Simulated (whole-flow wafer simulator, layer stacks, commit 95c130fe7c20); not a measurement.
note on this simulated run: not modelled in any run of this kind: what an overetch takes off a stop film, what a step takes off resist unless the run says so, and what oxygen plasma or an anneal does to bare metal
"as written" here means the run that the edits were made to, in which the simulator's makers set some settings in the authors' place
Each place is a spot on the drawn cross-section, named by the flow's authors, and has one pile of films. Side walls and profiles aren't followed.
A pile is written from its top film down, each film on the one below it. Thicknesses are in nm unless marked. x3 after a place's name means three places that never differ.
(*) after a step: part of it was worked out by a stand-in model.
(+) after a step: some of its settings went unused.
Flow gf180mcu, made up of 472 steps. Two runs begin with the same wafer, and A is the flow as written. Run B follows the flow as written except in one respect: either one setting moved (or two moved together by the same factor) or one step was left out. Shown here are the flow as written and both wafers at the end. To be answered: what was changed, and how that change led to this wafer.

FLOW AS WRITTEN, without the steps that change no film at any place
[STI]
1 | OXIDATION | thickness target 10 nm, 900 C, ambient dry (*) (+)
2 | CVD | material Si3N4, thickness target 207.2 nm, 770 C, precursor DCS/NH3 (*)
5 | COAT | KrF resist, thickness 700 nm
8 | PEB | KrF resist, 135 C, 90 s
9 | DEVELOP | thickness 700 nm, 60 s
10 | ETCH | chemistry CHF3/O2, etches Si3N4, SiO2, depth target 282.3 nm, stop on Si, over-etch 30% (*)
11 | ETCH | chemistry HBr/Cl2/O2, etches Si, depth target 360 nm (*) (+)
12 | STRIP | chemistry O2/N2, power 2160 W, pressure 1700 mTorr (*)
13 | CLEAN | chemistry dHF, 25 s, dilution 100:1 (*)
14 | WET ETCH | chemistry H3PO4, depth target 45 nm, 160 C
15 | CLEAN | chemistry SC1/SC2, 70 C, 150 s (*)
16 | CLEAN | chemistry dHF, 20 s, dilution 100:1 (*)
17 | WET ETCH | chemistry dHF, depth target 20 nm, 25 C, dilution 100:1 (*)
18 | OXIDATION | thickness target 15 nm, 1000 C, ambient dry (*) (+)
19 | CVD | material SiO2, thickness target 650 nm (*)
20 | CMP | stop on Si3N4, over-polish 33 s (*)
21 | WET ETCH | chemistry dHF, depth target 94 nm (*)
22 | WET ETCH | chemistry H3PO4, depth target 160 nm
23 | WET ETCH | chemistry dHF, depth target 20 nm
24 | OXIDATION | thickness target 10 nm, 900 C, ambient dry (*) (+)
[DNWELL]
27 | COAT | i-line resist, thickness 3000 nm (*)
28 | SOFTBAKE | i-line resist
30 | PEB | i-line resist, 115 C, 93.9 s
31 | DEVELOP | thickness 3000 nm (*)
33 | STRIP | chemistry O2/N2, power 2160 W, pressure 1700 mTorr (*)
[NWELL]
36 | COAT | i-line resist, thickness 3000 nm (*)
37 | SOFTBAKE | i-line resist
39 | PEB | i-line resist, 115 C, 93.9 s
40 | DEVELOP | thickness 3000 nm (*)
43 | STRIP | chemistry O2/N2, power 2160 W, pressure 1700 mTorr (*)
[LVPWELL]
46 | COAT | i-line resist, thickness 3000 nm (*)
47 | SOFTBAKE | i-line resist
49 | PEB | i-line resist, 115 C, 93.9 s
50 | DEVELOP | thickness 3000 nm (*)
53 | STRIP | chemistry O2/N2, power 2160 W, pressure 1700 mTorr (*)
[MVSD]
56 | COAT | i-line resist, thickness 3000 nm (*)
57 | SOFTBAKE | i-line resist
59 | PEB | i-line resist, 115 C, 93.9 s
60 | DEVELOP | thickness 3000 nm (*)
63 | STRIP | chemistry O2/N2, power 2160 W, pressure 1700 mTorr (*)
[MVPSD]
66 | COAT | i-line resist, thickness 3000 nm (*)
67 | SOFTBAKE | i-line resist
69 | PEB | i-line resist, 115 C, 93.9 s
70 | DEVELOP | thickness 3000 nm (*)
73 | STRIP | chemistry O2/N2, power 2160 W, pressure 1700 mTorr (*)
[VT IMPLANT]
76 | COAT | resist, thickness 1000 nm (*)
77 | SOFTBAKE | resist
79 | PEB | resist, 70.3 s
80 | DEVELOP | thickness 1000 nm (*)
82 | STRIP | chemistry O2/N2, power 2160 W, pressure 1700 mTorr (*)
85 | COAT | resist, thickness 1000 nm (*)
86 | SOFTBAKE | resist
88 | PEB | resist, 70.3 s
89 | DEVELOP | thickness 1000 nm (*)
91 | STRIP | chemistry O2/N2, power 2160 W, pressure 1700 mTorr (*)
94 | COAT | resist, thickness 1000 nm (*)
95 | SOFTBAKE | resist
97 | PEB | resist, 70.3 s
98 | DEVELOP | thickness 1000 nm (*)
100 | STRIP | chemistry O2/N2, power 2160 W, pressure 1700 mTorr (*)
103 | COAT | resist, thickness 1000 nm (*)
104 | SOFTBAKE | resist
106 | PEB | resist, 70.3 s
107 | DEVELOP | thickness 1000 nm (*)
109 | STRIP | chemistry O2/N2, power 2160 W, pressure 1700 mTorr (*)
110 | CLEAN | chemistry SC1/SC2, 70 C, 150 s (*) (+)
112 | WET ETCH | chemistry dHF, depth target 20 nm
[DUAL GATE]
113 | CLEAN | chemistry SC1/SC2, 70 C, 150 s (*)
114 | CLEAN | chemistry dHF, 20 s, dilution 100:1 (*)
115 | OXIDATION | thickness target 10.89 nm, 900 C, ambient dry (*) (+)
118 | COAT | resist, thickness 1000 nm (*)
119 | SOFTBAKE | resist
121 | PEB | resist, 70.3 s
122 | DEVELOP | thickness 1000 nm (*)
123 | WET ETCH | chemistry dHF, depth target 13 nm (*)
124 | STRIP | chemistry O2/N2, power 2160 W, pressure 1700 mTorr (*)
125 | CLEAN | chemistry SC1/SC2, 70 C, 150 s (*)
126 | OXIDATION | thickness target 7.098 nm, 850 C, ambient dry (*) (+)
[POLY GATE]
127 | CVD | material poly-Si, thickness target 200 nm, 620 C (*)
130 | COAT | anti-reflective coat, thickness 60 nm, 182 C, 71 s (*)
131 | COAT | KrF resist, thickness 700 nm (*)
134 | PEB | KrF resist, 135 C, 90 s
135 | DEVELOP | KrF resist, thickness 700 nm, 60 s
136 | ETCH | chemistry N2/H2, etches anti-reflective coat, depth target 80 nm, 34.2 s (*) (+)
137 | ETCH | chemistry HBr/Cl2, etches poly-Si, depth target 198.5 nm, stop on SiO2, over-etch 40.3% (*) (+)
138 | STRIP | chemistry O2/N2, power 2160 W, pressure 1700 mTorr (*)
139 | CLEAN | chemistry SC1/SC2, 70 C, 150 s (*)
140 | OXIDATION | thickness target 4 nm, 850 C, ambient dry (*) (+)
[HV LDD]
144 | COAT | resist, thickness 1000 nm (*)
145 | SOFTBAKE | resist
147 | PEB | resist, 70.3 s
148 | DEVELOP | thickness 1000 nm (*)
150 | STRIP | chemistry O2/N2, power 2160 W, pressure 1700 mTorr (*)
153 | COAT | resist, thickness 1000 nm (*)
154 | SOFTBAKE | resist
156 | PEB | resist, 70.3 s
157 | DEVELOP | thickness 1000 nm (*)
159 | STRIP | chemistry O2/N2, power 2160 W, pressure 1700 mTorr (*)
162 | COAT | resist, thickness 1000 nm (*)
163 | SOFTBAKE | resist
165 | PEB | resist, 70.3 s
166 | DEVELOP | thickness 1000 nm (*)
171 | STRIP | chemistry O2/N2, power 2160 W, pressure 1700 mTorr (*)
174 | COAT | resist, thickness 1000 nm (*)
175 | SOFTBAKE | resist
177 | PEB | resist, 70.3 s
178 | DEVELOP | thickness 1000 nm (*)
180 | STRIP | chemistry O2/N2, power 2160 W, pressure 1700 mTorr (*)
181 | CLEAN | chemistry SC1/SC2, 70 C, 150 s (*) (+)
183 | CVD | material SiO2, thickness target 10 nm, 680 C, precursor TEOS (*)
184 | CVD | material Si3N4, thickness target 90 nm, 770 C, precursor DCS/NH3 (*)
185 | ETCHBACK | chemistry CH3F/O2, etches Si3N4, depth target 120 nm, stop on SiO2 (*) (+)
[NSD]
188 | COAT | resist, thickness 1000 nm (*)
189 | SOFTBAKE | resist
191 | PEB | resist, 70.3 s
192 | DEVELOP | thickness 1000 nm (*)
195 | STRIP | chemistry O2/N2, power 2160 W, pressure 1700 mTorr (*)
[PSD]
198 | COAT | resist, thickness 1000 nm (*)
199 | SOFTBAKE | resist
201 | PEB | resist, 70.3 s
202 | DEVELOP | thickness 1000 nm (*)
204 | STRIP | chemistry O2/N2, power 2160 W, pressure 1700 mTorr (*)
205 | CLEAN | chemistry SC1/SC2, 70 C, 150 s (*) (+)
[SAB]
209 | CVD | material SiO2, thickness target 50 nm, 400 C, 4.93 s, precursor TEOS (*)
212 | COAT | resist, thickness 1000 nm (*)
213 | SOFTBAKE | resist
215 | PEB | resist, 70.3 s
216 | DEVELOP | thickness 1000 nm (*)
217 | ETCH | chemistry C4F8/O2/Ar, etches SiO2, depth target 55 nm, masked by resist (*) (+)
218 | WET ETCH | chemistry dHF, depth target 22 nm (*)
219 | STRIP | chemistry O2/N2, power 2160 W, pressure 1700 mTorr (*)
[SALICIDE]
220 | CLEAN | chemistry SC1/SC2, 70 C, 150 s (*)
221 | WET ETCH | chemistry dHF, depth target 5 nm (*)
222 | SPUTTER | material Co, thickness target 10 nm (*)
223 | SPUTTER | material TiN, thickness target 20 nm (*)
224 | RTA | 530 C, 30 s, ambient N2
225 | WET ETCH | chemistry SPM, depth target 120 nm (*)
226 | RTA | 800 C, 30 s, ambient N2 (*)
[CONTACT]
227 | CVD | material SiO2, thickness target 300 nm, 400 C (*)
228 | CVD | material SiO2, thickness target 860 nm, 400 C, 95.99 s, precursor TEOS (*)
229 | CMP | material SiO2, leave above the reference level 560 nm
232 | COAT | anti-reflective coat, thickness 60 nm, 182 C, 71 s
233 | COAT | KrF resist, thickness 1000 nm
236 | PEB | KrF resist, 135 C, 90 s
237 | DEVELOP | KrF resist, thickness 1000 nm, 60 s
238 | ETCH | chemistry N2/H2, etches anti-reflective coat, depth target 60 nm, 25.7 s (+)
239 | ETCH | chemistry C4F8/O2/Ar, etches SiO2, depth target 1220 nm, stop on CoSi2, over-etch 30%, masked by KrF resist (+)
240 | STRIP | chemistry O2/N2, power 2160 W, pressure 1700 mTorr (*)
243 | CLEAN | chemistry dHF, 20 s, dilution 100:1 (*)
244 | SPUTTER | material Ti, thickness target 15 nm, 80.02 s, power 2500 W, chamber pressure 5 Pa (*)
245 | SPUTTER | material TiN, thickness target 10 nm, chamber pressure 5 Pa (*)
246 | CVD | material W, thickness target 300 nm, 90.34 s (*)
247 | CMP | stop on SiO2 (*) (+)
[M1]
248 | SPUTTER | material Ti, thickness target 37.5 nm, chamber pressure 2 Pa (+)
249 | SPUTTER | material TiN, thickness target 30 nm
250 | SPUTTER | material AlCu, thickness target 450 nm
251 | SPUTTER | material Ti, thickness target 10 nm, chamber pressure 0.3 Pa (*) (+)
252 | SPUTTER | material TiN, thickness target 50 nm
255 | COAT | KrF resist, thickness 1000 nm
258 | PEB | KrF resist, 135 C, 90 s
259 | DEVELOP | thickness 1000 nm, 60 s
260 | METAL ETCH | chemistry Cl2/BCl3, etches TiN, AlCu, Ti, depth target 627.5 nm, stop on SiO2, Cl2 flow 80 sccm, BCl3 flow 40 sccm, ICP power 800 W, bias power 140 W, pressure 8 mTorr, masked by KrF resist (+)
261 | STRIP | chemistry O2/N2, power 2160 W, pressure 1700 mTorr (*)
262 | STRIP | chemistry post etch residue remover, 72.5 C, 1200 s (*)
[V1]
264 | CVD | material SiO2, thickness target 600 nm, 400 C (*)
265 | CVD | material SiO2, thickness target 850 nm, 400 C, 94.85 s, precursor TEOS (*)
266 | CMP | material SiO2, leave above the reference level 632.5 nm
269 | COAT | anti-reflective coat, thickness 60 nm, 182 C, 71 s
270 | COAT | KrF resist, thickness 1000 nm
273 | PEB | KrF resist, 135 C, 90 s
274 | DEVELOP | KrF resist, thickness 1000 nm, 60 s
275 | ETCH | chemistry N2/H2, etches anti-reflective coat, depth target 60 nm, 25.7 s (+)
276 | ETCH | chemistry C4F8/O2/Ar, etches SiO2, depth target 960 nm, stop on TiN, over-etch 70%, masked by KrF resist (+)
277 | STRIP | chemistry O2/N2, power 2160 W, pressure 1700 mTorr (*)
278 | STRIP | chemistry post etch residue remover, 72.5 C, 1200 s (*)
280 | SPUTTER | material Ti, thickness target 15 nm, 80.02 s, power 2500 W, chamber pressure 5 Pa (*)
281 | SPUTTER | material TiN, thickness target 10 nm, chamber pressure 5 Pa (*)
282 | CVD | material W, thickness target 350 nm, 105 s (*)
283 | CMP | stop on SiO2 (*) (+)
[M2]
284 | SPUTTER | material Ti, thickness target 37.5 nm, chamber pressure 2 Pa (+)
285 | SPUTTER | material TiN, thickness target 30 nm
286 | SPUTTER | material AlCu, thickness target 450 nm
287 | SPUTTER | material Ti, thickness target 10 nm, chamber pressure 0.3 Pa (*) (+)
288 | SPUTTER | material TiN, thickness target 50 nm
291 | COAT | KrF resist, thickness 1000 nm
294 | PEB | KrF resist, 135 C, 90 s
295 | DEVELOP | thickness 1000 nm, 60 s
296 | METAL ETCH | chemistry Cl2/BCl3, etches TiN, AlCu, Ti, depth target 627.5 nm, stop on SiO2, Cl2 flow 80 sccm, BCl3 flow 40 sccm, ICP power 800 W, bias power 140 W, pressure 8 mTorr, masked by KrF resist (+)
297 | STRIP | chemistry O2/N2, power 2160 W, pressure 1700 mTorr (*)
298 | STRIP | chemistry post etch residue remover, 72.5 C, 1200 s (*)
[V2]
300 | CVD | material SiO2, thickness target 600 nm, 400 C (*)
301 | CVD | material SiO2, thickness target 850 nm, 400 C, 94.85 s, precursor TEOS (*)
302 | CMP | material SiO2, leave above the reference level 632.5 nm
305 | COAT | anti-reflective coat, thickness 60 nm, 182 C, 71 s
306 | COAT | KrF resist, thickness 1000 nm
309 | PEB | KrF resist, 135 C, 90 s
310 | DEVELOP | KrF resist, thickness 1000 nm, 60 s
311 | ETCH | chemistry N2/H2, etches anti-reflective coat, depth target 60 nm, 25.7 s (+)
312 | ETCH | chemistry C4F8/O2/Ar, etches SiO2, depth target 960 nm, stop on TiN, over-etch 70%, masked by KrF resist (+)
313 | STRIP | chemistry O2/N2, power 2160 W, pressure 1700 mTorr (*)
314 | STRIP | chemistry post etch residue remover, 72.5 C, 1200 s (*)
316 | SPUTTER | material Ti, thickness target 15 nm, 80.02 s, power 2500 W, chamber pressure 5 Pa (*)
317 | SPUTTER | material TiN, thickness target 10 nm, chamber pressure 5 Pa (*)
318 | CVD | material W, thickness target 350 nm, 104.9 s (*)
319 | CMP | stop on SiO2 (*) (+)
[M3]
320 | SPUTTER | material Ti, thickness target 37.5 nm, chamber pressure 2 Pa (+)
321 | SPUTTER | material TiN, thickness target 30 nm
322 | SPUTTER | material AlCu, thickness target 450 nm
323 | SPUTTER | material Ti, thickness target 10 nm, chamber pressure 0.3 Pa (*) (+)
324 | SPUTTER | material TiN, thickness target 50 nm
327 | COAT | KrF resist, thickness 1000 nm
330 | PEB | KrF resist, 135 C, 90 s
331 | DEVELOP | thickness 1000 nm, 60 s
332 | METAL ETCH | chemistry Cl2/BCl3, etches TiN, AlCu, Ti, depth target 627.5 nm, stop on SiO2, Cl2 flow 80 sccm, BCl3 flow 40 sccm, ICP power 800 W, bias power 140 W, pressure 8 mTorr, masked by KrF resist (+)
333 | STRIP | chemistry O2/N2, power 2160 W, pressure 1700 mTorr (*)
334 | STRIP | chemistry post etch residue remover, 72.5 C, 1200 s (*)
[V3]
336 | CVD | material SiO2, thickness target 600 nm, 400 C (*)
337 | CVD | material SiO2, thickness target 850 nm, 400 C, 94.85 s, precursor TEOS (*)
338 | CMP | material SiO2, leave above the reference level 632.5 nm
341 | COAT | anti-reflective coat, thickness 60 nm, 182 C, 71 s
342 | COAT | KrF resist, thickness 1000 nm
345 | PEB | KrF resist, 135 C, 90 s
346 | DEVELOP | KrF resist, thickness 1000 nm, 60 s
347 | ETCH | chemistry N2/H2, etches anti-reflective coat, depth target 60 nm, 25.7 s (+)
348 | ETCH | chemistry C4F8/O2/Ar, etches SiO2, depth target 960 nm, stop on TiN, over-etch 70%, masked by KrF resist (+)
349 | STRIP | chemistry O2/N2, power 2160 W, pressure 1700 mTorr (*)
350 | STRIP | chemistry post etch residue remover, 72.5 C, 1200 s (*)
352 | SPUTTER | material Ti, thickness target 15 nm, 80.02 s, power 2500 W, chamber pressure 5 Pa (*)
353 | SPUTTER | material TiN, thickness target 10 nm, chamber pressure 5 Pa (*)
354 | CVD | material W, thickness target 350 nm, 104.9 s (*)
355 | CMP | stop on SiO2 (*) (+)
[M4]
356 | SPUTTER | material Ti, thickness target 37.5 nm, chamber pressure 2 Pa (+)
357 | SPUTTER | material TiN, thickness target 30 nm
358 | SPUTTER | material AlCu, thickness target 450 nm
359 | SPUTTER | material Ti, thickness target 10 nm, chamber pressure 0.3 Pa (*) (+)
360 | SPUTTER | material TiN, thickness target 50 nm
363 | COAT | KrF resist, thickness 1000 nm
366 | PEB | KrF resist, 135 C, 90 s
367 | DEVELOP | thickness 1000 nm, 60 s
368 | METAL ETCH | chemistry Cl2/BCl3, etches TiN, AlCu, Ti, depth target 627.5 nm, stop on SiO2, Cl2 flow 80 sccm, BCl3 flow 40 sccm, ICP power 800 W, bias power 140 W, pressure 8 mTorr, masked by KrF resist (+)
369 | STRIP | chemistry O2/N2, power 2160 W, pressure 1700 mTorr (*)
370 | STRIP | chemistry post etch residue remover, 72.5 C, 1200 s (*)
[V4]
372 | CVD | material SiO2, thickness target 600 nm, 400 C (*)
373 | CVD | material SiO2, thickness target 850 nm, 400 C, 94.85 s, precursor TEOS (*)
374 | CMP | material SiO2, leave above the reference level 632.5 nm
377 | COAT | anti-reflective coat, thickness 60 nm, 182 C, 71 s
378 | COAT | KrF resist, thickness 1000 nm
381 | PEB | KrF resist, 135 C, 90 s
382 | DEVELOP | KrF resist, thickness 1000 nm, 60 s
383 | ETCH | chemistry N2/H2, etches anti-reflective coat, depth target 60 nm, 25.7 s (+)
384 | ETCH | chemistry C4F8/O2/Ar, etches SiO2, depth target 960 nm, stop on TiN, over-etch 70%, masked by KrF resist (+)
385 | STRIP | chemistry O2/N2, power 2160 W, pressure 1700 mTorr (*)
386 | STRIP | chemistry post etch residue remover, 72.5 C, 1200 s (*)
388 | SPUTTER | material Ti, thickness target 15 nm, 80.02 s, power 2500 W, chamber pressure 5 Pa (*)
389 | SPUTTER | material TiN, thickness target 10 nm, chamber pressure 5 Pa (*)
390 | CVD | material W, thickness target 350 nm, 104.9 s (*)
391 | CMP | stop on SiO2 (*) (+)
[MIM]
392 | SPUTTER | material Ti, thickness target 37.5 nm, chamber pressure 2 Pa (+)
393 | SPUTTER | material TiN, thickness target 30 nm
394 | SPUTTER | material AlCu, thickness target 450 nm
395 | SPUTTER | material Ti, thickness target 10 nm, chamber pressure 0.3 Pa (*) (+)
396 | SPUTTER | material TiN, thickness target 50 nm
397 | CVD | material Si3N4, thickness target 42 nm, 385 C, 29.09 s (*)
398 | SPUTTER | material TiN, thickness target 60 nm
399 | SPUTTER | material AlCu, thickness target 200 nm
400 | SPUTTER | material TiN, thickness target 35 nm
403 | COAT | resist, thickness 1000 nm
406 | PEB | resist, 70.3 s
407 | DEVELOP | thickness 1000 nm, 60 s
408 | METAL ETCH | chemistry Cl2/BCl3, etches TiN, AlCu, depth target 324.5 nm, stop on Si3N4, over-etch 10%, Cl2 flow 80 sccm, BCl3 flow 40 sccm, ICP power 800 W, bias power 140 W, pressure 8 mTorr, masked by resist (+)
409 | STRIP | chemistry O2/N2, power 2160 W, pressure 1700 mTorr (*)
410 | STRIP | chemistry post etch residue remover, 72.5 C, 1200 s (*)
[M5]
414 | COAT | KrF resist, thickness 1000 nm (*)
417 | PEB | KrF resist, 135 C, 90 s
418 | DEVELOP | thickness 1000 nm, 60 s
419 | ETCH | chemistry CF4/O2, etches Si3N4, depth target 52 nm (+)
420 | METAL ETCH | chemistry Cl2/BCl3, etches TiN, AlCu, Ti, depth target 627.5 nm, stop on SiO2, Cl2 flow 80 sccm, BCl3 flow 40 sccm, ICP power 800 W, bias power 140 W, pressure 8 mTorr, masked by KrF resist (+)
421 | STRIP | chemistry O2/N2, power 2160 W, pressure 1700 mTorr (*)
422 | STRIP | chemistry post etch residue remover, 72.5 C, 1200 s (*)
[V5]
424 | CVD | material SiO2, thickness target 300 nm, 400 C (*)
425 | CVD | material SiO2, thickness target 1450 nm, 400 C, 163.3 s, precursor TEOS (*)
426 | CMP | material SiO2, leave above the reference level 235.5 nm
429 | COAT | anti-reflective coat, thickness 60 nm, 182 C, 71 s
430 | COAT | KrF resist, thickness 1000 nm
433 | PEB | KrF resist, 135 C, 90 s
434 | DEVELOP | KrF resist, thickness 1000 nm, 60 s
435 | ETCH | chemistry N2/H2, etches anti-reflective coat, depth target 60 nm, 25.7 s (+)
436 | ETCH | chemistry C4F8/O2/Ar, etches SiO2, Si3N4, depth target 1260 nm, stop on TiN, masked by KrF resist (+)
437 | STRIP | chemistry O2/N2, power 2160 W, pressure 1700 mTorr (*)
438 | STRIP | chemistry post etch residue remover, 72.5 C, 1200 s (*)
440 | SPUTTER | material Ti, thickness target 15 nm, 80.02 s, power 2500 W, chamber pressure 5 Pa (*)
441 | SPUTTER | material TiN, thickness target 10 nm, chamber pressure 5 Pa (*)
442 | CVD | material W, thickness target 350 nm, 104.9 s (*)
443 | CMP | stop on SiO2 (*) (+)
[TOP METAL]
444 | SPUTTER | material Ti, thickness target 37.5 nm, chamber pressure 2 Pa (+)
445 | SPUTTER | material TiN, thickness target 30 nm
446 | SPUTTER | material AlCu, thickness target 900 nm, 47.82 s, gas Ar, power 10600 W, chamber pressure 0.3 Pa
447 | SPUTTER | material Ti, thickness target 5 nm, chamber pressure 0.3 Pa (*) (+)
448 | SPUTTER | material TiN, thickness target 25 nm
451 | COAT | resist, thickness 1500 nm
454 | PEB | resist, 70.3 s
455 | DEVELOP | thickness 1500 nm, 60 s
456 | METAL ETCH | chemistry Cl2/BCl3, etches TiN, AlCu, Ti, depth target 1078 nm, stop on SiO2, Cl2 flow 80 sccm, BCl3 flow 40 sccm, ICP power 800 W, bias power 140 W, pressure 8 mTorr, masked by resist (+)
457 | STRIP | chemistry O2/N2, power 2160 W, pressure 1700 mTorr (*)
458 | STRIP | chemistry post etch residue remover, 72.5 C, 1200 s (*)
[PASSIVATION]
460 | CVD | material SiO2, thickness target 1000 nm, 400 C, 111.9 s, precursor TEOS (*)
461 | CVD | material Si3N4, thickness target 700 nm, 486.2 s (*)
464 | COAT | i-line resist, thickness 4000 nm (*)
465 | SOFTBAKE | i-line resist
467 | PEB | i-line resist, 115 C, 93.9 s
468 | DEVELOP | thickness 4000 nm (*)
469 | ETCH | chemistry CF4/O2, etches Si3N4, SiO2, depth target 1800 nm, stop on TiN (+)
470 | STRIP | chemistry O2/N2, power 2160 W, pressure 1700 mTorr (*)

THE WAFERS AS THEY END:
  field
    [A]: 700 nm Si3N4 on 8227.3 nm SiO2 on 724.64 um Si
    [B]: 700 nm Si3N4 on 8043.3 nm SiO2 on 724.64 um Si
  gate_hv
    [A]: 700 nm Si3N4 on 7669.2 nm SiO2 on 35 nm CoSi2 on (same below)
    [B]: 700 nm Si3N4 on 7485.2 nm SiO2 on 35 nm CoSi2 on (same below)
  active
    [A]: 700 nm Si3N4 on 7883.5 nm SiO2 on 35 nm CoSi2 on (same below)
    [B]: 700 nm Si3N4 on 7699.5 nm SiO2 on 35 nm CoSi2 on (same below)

The reason: step 358, SPUTTER: thickness target 266 nm was run, though the flow has thickness target 450 nm.

Step by step, how the change led to this:
  358 | SPUTTER | material AlCu, thickness target 450 nm
      field, field__w1, field__w2 and 108 more: A +450 AlCu (new film) | B +266 AlCu (new film)
  368 | METAL ETCH | chemistry Cl2/BCl3, etches TiN, AlCu, Ti, depth target 627.5 nm, stop on SiO2, Cl2 flow 80 sccm, BCl3 flow 40 sccm, ICP power 800 W, bias power 140 W, pressure 8 mTorr, masked by KrF resist (+)
      field, field__w1, field__w2 and 103 more: A -50 TiN (all of it), -10 Ti (all of it), -450 AlCu (all of it), -30 TiN (all of it), -37.5 Ti (all of it) | B -50 TiN (all of it), -10 Ti (all of it), -266 AlCu (all of it), -30 TiN (all of it), -37.5 Ti (all of it)
      field__w8, contact, m1, m1__w1, m1_nw: A -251 KrF resist | B -236.1 KrF resist
  369 | STRIP | chemistry O2/N2, power 2160 W, pressure 1700 mTorr (*)
      field__w8, contact, m1, m1__w1, m1_nw: A -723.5 KrF resist (all of it) | B -738.4 KrF resist (all of it)
  374 | CMP | material SiO2, leave above the reference level 632.5 nm
      field, field__w1, field__w2 and 103 more: A -300 SiO2 | B -484 SiO2
